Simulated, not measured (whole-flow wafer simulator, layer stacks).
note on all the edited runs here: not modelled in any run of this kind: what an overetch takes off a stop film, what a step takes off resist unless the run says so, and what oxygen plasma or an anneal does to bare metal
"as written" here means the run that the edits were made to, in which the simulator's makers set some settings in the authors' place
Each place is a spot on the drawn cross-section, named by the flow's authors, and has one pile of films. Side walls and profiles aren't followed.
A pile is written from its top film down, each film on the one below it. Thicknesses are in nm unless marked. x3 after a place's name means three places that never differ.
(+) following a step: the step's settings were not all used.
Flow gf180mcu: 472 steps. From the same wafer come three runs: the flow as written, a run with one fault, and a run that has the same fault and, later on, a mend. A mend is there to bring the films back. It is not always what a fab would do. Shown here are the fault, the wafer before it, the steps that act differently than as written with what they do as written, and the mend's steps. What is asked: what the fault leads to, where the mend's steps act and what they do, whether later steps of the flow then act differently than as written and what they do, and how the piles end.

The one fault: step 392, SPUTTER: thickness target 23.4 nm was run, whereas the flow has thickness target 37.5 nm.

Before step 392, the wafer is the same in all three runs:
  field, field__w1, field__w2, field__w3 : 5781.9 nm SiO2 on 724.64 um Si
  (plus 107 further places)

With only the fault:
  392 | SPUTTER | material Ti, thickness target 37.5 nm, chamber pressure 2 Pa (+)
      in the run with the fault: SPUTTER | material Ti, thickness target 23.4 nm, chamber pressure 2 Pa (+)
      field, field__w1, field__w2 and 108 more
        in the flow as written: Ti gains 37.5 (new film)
        in the run with the fault: Ti gains 23.4 (new film)
  Later steps of the flow acting differently than as written (not shown: 1 more step that differs only slightly, by at most 2% or 0.5 nm, whichever is larger):
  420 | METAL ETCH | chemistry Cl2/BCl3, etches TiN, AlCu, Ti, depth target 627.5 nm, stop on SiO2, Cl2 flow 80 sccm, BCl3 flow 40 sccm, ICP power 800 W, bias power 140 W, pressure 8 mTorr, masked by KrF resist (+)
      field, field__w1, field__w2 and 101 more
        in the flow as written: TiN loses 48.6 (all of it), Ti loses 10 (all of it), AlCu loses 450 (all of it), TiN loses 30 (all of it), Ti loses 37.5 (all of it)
        in the run with the fault: TiN loses 48.6 (all of it), Ti loses 10 (all of it), AlCu loses 450 (all of it), TiN loses 30 (all of it), Ti loses 23.4 (all of it)
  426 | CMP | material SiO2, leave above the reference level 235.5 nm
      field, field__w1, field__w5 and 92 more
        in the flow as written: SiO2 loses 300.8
        in the run with the fault: SiO2 loses 314.9
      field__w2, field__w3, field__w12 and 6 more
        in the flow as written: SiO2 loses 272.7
        in the run with the fault: SiO2 loses 287.4
  By the end, the piles at field__w4, field__w8, contact, m1, m1__w1, mim, mim_1p0, m1_nw depart from the flow's by more than 2% or 0.5 nm, whichever is larger.
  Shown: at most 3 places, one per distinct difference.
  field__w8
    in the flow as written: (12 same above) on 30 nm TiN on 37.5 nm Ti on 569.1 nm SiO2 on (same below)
    in the run with the fault: (12 same above) on 30 nm TiN on 23.4 nm Ti on 569.1 nm SiO2 on (same below)
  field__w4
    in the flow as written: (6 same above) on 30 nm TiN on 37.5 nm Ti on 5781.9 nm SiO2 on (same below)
    in the run with the fault: (6 same above) on 30 nm TiN on 23.4 nm Ti on 5781.9 nm SiO2 on (same below)
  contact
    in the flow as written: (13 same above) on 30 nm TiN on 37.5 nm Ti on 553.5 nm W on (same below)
    in the run with the fault: (13 same above) on 30 nm TiN on 23.4 nm Ti on 553.5 nm W on (same below)

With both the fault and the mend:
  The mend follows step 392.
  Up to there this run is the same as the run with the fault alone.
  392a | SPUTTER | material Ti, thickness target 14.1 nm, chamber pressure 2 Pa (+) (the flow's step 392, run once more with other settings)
      field, field__w1, field__w2 and 108 more
        Ti gains 14.1
  Every later step of the flow that is run acts as written at every place that is followed.
  At every place that both follow, the piles at the end match the flow's.
